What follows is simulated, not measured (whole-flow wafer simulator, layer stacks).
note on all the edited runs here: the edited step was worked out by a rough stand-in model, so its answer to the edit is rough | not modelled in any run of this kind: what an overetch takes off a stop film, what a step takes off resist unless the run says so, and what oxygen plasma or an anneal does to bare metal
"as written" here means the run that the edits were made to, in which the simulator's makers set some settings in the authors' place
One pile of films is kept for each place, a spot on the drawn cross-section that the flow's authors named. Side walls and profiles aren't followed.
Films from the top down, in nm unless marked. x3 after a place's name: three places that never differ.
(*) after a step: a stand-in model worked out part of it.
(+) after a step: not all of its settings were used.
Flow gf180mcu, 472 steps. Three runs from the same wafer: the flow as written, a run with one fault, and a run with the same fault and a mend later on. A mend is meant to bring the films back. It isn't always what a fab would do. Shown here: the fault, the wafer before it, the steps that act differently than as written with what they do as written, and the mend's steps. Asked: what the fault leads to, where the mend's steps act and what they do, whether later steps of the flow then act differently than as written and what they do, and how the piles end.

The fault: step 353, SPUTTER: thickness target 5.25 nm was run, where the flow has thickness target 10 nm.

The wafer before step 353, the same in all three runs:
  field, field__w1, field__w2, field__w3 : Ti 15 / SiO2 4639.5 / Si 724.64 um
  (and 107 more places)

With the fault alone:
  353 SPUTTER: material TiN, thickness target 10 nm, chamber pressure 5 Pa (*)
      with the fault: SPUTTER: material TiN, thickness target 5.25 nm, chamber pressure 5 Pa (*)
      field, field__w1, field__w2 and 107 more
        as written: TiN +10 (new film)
        with the fault: TiN +5.25 (new film)
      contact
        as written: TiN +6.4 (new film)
        with the fault: TiN +3.37 (new film)
  Later steps of the flow that act differently than as written (1 more step differs only slightly, by at most 2% or 0.5 nm, whichever is larger, and isn't shown):
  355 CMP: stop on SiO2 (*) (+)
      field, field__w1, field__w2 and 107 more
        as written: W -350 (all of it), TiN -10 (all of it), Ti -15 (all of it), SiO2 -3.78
        with the fault: W -350 (all of it), TiN -5.25 (all of it), Ti -15 (all of it), SiO2 -3.74
  At the end the piles differ from the flow's by more than 2% or 0.5 nm, whichever is larger, at contact.
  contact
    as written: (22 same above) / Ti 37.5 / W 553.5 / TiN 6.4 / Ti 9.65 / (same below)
    with the fault: (22 same above) / Ti 37.5 / W 556.6 / TiN 3.37 / Ti 9.65 / (same below)

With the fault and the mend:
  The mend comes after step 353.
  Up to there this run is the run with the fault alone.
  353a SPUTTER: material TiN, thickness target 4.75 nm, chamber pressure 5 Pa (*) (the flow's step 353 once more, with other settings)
      field, field__w1, field__w2 and 107 more
        TiN +4.75
      contact
        TiN +3.04
  No later step of the flow acts differently than as written at any place that is followed.
  At the end the piles are the same as the flow's at every place that both follow.
